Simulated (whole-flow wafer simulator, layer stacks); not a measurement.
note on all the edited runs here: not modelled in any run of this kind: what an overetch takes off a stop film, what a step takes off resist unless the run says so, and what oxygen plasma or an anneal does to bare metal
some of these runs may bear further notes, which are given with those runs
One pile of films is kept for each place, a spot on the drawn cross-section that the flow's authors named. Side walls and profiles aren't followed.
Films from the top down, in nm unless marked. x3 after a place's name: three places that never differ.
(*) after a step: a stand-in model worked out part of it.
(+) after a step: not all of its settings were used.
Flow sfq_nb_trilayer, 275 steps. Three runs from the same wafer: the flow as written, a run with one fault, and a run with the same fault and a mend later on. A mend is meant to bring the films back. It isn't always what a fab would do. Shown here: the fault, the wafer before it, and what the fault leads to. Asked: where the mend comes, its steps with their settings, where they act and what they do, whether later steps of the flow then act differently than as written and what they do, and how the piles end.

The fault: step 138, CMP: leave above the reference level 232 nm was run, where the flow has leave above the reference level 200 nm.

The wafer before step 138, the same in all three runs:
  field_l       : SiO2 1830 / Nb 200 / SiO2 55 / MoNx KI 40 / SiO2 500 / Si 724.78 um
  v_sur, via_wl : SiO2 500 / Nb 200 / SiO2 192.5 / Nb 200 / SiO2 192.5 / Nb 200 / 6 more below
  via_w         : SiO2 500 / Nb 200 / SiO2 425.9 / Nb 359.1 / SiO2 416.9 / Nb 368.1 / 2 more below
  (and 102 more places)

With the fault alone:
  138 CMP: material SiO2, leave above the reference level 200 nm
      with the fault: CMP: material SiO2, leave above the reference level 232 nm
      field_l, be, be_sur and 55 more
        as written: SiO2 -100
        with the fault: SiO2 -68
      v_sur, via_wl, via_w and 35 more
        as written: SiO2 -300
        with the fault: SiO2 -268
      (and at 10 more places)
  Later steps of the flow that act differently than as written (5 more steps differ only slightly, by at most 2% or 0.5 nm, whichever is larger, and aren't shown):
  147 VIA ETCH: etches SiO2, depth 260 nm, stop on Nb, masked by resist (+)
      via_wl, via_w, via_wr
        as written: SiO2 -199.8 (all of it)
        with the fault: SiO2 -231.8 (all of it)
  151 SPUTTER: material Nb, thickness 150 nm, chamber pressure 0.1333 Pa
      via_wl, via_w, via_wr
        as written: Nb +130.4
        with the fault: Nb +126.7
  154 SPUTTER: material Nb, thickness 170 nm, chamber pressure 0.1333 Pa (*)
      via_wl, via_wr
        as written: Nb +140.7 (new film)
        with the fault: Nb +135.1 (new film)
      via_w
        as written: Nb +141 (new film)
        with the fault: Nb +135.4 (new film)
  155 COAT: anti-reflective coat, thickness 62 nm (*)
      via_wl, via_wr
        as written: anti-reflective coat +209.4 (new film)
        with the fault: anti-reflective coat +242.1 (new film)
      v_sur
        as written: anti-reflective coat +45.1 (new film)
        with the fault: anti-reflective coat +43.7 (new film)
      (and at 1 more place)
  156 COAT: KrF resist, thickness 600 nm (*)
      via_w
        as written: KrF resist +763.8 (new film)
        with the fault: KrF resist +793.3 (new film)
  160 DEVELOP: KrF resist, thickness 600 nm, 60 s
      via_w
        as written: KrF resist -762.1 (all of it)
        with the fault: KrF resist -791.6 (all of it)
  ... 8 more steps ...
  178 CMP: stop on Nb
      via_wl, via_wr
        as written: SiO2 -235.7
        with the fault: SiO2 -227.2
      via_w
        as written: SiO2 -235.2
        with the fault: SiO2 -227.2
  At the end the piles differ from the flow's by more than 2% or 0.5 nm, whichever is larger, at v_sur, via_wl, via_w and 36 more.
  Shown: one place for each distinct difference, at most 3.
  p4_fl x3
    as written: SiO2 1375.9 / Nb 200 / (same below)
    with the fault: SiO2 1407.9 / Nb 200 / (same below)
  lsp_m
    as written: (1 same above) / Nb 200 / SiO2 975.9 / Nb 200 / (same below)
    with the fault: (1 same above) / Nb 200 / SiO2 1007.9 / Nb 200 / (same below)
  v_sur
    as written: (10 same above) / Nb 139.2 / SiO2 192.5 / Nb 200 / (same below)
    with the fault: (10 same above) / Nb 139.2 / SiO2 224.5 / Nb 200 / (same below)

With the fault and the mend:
  The mend comes after step 145.
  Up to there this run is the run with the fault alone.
  145a STRIP: over-ash 65%, gas O2, power 200 W (*)
      field_l, v_sur, via_sp and 100 more
        KrF resist -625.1 (all of it), anti-reflective coat -62 (all of it)
      via_wl, via_w, via_wr
        anti-reflective coat -62 (all of it)
  145b CMP: material SiO2, leave above the reference level 200 nm (the flow's step 138 once more)
      field_l, v_sur, via_wl and 103 more
        SiO2 -32
  145c COAT: anti-reflective coat, thickness 62 nm (the flow's step 140 once more)
      field_l, v_sur, via_wl and 103 more
        anti-reflective coat +62 (new film)
  145d COAT: KrF resist, thickness 650 nm (the flow's step 141 once more)
      field_l, v_sur, via_wl and 103 more
        KrF resist +650 (new film)
  145e SOFTBAKE: KrF resist (the flow's step 142 once more)
      changes no film at any place that is followed
  145f EXPOSE: photomask I4, dose 11.93 mJ/cm2, NA 0.6, wavelength 248 nm (*) (the flow's step 143 once more)
      changes no film at any place that is followed
  145g PEB: KrF resist, 90 s (the flow's step 144 once more)
      field_l, v_sur, via_wl and 103 more
        KrF resist -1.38
  145h DEVELOP: KrF resist, thickness 650 nm, 60 s (the flow's step 145 once more)
      field_l, v_sur, via_sp and 100 more
        KrF resist -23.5
      via_wl, via_w, via_wr
        KrF resist -648.6 (all of it)
  No later step of the flow acts differently than as written at any place that is followed.
  At the end the piles are the same as the flow's at every place that both follow.
